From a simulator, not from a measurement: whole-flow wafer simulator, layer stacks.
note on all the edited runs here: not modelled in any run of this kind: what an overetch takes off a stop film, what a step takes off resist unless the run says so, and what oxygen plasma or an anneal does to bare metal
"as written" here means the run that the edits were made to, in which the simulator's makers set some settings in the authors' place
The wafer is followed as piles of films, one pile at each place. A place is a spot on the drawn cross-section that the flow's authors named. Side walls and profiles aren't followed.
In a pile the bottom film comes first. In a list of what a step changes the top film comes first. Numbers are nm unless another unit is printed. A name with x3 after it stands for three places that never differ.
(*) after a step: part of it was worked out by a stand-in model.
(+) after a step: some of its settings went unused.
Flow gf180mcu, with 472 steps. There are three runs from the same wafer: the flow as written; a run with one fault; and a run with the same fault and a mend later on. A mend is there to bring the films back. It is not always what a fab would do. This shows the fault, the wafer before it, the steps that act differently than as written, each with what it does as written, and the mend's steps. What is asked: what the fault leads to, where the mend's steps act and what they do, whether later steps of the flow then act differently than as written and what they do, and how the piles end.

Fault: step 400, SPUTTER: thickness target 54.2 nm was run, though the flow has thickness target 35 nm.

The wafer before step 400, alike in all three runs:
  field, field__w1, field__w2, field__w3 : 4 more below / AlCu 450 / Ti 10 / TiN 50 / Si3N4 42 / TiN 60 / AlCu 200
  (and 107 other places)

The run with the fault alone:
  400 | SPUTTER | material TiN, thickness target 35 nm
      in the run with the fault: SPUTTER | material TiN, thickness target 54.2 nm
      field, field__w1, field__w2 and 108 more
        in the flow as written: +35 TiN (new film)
        in the run with the fault: +54.2 TiN (new film)
  Later steps of the flow acting differently than as written (6 other steps are not shown; they differ only slightly, by no more than 2% or 0.5 nm, whichever is larger):
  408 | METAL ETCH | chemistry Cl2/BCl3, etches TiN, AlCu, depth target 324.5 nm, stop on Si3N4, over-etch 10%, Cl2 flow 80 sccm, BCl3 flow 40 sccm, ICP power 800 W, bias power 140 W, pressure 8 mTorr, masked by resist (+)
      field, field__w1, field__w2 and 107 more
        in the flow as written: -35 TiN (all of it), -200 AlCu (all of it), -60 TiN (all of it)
        in the run with the fault: -54.2 TiN (all of it), -200 AlCu (all of it), -60 TiN (all of it)
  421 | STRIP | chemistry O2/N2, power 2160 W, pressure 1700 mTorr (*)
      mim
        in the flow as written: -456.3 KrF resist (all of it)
        in the run with the fault: -442 KrF resist (all of it)
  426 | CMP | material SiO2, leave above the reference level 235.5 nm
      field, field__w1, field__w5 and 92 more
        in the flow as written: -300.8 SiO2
        in the run with the fault: -281.6 SiO2
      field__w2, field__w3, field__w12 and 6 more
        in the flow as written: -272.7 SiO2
        in the run with the fault: -253.5 SiO2
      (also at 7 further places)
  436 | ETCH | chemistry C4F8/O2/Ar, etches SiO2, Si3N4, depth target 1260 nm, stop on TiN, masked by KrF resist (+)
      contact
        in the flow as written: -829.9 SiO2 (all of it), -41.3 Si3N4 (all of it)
        in the run with the fault: -849.1 SiO2 (all of it), -41.3 Si3N4 (all of it)
  The piles end different from the flow's at field__w8, contact, m1, m1__w1, mim, m1_nw by more than 2% or 0.5 nm, whichever is larger.
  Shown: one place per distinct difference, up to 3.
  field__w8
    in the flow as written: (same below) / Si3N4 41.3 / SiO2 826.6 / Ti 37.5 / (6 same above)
    in the run with the fault: (same below) / Si3N4 41.3 / SiO2 845.8 / Ti 37.5 / (6 same above)
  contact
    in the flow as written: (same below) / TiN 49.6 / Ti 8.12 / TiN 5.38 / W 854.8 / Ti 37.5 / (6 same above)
    in the run with the fault: (same below) / TiN 49.6 / Ti 8.03 / TiN 5.32 / W 874.1 / Ti 37.5 / (6 same above)
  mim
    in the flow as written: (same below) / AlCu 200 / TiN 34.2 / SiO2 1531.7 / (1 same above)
    in the run with the fault: (same below) / AlCu 200 / TiN 53.4 / SiO2 1531.7 / (1 same above)

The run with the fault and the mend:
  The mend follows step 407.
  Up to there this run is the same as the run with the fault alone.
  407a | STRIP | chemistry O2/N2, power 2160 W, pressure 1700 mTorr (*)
      mim
        -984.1 resist (all of it)
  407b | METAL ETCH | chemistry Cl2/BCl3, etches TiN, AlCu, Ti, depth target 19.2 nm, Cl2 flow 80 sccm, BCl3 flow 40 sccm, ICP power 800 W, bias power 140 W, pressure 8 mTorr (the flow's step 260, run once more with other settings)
      field, field__w1, field__w2 and 108 more
        -19.2 TiN
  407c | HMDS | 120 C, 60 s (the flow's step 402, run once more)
      leaves every film unchanged at each place that is followed
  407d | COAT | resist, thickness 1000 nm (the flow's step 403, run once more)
      field, field__w1, field__w2 and 108 more
        +1000 resist (new film)
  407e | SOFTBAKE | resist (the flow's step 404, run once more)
      leaves every film unchanged at each place that is followed
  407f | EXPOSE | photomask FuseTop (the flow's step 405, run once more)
      leaves every film unchanged at each place that is followed
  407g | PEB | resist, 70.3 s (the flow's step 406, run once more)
      field, field__w1, field__w2 and 108 more
        -15.9 resist
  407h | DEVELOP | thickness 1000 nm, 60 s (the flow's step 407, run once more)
      field, field__w1, field__w2 and 107 more
        -984.1 resist (all of it)
  Every later step of the flow that is run acts as written at every place that is followed.
  At every place that both follow, the piles at the end match the flow's.
